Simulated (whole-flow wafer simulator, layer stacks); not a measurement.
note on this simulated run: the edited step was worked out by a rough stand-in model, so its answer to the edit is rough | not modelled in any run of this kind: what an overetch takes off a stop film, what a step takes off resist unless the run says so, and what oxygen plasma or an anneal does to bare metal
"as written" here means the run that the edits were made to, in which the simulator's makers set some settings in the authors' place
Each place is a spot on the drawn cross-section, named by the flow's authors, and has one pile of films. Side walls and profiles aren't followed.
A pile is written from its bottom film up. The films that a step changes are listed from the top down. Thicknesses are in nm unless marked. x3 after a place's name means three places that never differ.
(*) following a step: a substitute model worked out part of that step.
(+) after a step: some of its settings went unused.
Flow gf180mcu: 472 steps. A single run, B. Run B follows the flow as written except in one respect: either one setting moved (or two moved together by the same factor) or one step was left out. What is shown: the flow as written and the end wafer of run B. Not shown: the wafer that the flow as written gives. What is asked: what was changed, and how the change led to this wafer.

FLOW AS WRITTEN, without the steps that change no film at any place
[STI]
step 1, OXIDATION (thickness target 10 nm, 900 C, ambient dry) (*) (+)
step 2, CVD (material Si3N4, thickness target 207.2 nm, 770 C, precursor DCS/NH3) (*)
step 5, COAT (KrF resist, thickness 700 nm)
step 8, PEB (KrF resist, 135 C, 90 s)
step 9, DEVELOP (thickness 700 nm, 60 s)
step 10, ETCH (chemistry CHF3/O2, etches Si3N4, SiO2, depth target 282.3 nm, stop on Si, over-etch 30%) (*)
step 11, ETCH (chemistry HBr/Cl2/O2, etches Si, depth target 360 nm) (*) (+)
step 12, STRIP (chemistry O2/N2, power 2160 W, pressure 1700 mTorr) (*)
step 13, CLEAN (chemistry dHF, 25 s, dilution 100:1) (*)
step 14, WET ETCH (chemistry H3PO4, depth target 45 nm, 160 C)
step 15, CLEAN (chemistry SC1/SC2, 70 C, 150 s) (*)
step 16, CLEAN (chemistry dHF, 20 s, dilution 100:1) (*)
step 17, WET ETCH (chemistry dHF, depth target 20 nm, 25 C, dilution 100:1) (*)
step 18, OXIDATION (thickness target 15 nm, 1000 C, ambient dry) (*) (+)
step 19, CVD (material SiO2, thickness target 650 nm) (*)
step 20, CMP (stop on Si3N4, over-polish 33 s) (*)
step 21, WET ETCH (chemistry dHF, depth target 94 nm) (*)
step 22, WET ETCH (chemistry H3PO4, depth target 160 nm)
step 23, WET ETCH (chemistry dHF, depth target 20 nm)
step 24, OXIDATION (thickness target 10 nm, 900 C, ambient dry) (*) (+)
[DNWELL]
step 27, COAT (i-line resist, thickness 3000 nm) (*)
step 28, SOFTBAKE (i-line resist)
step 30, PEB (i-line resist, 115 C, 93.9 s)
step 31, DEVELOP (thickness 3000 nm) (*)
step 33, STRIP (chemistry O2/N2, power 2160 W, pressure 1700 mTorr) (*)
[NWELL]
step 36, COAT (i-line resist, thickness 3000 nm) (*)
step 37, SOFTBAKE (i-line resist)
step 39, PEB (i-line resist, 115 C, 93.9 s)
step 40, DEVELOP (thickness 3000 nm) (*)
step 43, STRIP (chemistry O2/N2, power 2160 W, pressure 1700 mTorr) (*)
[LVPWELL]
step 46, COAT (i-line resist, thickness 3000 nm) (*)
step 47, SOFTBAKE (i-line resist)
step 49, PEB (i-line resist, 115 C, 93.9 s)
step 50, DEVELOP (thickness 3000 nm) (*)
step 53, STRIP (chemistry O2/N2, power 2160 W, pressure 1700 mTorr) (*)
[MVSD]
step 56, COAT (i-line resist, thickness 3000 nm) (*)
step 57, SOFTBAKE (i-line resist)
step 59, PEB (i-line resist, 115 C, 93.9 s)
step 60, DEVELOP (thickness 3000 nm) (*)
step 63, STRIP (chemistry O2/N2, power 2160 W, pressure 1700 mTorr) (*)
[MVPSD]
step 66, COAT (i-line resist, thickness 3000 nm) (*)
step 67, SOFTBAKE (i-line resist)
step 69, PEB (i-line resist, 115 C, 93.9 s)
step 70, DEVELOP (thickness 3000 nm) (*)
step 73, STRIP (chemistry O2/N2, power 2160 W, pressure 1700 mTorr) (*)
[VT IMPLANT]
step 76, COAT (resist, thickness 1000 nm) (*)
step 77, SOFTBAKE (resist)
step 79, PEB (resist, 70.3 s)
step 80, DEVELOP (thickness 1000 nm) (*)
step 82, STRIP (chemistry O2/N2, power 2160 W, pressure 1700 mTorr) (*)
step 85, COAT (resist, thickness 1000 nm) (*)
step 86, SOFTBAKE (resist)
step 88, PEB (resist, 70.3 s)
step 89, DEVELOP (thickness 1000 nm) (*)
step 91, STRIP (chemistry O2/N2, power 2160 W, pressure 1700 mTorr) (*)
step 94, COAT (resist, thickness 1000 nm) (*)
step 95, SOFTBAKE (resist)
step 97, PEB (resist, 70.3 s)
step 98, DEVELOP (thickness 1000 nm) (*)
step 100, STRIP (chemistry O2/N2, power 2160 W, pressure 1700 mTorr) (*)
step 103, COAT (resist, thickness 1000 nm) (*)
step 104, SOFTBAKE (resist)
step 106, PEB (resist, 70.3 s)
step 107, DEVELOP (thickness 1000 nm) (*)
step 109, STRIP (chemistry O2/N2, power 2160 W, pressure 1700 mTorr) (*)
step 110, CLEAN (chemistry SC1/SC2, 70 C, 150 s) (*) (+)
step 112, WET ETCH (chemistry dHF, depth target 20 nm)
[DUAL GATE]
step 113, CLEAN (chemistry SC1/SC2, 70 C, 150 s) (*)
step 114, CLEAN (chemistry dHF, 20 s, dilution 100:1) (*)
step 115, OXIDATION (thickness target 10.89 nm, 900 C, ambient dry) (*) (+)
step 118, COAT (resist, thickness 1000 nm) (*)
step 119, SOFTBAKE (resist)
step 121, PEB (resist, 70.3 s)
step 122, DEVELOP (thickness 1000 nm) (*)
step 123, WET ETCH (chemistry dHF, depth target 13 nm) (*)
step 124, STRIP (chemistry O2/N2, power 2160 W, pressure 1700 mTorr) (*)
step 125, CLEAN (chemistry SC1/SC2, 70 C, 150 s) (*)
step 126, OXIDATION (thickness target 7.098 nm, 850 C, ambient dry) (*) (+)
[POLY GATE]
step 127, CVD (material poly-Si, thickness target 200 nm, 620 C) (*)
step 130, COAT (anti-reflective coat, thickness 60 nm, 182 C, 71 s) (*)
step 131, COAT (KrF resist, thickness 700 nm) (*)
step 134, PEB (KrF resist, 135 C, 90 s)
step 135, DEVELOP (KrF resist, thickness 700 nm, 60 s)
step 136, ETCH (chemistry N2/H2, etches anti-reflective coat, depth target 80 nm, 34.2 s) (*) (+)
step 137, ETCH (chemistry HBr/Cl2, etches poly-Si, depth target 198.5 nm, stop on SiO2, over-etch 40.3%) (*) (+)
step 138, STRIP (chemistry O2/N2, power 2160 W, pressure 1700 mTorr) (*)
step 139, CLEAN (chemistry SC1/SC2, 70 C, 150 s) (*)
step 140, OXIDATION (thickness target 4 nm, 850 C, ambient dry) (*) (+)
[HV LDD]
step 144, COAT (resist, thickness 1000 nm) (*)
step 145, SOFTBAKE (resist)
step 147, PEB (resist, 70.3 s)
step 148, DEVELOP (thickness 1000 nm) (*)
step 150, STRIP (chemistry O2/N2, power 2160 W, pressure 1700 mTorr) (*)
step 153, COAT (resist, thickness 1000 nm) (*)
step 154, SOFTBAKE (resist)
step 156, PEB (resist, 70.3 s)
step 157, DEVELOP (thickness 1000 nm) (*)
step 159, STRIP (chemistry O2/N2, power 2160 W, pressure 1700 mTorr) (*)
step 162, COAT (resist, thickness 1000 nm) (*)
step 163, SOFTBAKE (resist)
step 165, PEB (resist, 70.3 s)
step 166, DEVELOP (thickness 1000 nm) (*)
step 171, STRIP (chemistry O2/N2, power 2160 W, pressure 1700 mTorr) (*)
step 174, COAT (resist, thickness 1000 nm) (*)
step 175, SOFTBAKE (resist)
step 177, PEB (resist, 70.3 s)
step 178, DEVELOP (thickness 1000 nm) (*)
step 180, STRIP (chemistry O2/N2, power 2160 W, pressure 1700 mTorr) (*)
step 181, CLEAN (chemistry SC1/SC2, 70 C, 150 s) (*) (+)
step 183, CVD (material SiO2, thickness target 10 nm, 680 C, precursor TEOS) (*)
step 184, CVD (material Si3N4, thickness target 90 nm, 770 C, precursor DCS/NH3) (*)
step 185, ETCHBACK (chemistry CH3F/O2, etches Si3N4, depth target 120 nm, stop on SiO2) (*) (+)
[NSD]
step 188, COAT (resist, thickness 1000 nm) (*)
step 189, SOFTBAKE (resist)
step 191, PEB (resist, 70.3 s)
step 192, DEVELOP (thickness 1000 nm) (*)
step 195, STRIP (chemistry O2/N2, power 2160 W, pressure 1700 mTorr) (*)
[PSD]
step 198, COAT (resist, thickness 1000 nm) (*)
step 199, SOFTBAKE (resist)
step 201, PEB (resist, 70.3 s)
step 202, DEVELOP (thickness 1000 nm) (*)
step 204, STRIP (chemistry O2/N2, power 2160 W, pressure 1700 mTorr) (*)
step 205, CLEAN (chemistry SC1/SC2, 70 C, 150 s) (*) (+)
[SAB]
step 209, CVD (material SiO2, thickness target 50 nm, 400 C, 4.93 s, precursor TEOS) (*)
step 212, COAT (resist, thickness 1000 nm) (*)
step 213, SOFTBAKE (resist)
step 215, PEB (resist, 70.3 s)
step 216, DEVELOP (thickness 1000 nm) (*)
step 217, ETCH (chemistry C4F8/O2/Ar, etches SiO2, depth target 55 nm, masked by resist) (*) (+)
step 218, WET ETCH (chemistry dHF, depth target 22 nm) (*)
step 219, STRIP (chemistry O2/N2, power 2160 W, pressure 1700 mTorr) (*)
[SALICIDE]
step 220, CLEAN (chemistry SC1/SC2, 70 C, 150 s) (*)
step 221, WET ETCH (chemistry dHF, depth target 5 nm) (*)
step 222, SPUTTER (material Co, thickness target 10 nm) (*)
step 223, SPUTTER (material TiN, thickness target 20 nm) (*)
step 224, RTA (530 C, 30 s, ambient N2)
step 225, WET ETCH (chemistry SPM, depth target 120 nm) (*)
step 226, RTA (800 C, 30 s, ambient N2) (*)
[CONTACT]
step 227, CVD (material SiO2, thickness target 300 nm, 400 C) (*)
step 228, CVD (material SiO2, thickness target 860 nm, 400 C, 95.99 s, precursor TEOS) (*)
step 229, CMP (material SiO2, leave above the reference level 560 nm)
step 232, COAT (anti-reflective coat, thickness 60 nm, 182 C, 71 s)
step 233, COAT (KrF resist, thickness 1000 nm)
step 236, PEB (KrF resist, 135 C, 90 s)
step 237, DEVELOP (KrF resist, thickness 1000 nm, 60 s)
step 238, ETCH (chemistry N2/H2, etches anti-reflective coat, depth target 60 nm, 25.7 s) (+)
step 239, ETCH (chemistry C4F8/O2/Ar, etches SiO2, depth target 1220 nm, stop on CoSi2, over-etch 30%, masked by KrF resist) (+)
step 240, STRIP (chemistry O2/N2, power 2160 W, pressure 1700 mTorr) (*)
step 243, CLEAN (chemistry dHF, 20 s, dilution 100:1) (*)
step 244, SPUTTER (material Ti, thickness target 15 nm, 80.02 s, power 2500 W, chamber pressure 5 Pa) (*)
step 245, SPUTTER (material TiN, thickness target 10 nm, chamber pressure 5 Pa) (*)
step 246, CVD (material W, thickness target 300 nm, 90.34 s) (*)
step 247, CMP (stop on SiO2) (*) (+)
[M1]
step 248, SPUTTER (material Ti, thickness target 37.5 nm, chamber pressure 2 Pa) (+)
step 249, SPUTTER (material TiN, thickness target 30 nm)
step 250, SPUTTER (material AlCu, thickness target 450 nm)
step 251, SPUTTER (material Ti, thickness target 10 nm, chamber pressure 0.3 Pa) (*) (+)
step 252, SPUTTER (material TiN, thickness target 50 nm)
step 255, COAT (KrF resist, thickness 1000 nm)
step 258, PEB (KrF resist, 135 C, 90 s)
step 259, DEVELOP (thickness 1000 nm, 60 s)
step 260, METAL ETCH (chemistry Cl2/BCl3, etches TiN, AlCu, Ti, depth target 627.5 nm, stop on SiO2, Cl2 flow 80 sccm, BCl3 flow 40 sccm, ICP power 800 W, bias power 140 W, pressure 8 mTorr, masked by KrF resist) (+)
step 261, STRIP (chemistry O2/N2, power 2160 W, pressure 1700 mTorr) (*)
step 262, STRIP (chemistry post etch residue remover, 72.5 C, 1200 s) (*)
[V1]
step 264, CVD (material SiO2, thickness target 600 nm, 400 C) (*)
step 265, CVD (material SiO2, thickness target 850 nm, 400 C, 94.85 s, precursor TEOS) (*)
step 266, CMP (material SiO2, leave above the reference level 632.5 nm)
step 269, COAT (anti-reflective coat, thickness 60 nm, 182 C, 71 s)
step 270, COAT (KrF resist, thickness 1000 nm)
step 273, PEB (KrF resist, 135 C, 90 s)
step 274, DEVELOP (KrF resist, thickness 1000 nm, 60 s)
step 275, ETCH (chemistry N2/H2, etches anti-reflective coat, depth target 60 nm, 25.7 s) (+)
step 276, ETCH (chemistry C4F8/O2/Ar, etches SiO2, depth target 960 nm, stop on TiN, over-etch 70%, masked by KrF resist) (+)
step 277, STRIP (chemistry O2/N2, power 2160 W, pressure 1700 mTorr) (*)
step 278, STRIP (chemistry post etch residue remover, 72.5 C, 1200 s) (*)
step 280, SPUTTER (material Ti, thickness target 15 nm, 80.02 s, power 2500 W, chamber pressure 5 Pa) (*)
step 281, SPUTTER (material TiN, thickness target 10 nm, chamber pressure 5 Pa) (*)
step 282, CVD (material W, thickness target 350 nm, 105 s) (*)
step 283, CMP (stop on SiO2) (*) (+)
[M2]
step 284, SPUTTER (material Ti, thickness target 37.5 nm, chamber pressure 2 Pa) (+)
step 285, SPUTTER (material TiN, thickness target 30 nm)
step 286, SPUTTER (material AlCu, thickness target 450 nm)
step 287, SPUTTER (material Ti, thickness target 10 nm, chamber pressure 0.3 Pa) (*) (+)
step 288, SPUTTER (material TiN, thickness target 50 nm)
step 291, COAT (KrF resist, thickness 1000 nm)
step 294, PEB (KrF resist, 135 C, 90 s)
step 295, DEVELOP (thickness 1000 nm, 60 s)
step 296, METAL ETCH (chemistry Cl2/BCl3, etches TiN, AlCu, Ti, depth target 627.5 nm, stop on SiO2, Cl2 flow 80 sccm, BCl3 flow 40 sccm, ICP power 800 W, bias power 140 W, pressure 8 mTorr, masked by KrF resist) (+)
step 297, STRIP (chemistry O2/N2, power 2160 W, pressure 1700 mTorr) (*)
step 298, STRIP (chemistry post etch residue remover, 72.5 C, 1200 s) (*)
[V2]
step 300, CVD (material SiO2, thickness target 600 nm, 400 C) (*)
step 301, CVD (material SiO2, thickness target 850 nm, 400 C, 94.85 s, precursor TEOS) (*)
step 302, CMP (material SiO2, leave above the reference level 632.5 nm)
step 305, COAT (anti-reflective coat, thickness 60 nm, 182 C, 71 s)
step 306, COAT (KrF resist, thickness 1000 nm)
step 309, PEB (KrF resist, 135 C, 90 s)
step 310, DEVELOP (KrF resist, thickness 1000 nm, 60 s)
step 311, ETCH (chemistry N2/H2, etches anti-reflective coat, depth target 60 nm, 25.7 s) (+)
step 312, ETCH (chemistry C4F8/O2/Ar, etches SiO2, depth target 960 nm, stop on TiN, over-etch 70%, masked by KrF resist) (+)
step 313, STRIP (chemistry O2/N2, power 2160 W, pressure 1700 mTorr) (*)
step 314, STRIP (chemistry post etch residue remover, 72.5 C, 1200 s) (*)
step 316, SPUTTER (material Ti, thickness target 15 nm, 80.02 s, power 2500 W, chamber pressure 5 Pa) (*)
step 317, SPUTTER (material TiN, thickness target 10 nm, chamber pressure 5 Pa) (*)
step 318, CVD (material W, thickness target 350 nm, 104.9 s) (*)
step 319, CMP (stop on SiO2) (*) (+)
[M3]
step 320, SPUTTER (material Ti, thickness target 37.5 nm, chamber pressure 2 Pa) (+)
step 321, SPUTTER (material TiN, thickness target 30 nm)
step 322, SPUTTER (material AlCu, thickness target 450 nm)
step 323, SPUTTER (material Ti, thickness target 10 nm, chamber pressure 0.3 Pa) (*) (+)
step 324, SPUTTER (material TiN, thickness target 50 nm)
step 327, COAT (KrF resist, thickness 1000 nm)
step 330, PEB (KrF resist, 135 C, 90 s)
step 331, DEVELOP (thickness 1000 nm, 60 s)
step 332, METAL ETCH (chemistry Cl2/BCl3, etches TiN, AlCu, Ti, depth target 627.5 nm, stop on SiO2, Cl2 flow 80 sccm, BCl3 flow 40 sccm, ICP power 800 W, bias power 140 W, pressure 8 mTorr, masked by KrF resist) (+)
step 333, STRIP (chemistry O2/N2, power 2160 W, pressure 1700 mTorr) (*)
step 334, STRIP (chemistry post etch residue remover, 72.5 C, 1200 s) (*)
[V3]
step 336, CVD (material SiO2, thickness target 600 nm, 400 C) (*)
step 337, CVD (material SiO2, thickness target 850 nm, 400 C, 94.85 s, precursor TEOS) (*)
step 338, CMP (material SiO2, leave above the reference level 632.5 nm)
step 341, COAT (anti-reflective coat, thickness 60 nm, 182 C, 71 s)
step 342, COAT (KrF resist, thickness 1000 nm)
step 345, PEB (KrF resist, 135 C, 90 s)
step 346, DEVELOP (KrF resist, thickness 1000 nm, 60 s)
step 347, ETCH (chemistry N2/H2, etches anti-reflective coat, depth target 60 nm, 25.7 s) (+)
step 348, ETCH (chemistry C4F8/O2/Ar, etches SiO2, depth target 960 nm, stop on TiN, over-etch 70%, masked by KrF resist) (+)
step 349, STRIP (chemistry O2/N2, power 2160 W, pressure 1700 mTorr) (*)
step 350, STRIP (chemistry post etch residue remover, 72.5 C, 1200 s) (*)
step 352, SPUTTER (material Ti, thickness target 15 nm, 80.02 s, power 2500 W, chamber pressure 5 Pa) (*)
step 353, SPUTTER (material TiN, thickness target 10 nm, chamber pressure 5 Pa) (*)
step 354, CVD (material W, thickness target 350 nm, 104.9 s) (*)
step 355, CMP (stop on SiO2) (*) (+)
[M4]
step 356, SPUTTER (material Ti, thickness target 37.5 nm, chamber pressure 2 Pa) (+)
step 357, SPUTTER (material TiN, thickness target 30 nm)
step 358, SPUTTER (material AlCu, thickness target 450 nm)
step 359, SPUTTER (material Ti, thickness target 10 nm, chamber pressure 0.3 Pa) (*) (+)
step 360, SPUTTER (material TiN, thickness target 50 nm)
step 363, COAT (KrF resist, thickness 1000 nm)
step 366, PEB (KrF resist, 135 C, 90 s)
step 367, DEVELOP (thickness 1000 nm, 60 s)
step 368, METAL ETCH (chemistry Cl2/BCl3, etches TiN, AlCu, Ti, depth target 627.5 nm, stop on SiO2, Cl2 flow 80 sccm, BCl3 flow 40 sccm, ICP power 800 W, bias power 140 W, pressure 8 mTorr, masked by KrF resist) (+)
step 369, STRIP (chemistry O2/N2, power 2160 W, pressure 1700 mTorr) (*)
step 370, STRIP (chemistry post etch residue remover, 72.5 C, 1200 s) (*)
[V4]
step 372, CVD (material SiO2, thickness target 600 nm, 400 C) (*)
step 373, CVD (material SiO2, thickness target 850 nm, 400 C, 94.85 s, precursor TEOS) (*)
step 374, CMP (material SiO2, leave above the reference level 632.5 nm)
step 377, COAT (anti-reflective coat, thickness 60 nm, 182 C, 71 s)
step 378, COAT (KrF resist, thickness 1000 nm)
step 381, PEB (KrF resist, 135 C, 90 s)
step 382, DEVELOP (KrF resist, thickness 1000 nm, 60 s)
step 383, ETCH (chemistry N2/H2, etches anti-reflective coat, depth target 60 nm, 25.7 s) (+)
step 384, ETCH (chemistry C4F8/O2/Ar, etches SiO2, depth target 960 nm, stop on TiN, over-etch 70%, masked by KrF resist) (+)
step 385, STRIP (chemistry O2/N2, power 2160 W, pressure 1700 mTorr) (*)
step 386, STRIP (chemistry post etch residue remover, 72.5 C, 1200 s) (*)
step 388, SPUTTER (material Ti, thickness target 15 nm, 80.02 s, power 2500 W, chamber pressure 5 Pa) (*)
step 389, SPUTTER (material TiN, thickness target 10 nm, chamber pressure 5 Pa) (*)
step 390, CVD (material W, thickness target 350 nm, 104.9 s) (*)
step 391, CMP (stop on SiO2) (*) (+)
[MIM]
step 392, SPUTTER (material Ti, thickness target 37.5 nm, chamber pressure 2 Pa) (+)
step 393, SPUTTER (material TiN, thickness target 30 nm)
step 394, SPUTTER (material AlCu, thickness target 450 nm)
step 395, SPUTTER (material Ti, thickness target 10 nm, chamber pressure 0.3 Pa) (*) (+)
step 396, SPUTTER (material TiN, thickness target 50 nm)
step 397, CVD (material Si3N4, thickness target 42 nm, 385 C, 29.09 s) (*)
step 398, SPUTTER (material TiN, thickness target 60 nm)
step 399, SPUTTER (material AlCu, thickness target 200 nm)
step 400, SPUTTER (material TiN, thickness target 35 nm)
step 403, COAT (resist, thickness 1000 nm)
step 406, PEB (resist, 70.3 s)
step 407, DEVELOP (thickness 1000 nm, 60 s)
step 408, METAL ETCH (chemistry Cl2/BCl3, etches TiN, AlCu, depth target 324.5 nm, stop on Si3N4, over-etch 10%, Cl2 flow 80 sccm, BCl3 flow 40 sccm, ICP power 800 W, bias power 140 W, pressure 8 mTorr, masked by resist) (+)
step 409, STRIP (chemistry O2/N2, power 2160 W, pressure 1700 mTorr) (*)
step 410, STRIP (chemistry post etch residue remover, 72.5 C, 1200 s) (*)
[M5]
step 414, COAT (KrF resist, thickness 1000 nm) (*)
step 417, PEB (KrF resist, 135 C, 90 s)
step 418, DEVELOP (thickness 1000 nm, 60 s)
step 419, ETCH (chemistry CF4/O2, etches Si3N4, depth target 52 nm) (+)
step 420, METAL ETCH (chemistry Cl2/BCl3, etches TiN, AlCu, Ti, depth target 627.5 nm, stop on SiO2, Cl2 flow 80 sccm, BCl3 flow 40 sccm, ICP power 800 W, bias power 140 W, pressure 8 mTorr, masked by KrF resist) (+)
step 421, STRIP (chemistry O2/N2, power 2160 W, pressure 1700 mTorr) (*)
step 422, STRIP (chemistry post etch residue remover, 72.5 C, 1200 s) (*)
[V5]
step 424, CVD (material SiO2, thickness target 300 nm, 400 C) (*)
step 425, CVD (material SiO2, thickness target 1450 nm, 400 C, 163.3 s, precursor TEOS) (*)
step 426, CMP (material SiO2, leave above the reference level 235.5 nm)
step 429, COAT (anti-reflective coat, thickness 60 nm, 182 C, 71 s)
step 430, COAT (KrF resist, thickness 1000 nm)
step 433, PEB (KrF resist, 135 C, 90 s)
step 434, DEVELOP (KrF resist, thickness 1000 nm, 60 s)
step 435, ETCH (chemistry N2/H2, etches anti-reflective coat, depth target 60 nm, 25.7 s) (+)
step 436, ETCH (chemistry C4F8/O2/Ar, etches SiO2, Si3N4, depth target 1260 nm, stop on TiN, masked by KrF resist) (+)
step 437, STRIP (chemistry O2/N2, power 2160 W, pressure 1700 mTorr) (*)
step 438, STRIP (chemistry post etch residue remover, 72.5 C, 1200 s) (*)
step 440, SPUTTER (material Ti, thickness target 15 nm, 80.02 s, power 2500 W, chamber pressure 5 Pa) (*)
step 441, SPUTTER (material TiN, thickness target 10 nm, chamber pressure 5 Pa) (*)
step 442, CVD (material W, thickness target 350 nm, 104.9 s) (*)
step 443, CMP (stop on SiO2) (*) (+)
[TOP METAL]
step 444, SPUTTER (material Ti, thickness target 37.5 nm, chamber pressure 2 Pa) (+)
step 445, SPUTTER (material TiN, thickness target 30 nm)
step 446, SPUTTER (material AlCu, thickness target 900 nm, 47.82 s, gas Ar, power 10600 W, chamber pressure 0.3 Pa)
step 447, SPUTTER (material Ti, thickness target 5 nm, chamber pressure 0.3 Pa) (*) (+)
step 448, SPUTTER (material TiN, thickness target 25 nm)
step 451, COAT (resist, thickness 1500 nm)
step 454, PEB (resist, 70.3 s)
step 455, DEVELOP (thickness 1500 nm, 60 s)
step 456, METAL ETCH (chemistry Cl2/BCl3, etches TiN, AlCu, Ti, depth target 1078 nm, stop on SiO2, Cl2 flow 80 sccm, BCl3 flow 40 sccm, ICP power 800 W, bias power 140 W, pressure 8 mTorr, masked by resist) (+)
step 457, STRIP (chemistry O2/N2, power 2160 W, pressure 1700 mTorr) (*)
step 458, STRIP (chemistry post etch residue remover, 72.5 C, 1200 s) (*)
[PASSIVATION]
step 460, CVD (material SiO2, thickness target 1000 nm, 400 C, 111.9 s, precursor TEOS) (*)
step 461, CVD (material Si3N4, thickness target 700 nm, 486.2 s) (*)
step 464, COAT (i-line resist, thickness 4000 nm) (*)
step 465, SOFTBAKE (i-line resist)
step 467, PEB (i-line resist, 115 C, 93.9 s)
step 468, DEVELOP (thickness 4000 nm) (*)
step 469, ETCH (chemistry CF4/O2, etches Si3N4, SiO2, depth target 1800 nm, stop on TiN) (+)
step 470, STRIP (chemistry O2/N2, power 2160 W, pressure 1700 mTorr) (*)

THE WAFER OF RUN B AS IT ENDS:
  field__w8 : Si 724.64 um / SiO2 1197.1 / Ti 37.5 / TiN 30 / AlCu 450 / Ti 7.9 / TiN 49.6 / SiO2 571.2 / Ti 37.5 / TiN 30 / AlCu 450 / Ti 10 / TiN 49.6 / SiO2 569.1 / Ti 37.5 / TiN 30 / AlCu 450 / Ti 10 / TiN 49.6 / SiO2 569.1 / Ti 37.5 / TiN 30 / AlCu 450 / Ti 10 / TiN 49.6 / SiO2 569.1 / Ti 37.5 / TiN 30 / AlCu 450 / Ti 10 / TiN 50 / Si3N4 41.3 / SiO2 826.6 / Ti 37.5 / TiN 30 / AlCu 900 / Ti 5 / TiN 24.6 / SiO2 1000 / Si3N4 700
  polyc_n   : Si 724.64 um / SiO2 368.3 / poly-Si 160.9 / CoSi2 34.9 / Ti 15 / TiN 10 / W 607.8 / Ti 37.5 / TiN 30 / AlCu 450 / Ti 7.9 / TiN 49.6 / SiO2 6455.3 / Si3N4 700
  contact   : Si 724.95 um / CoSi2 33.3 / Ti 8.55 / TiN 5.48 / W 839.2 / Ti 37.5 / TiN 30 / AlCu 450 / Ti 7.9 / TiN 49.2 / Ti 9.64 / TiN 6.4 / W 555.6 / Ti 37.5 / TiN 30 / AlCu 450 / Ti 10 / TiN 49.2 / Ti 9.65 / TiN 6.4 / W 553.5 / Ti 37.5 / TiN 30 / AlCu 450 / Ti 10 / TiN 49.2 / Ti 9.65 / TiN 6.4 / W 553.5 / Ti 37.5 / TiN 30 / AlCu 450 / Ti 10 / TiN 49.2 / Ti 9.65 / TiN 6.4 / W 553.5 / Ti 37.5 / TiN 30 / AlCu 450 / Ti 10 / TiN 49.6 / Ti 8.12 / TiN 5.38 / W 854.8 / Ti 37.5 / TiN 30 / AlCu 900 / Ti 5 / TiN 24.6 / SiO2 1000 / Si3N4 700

Cause: step 251, SPUTTER: thickness target 7.9 nm was run, whereas the flow has thickness target 10 nm.
The wafer itself shows it: field__w8 has Ti 7.9, and step 251 as written asks for 10 nm.

The path from the change to this, step by step:
  step 251, SPUTTER (material Ti, thickness target 10 nm, chamber pressure 0.3 Pa) (*) (+)
      field, field__w1, field__w2 and 108 more: Ti gains 7.9 (new film) (it would be, as written: Ti gains 10 (new film))
  step 260, METAL ETCH (chemistry Cl2/BCl3, etches TiN, AlCu, Ti, depth target 627.5 nm, stop on SiO2, Cl2 flow 80 sccm, BCl3 flow 40 sccm, ICP power 800 W, bias power 140 W, pressure 8 mTorr, masked by KrF resist) (+)
      field, field__w1, field__w2 and 99 more: TiN loses 50 (all of it), Ti loses 7.9 (all of it), AlCu loses 450 (all of it), TiN loses 30 (all of it), Ti loses 37.5 (all of it) (it would be, as written: TiN loses 50 (all of it), Ti loses 10 (all of it), AlCu loses 450 (all of it), TiN loses 30 (all of it), Ti loses 37.5 (all of it))
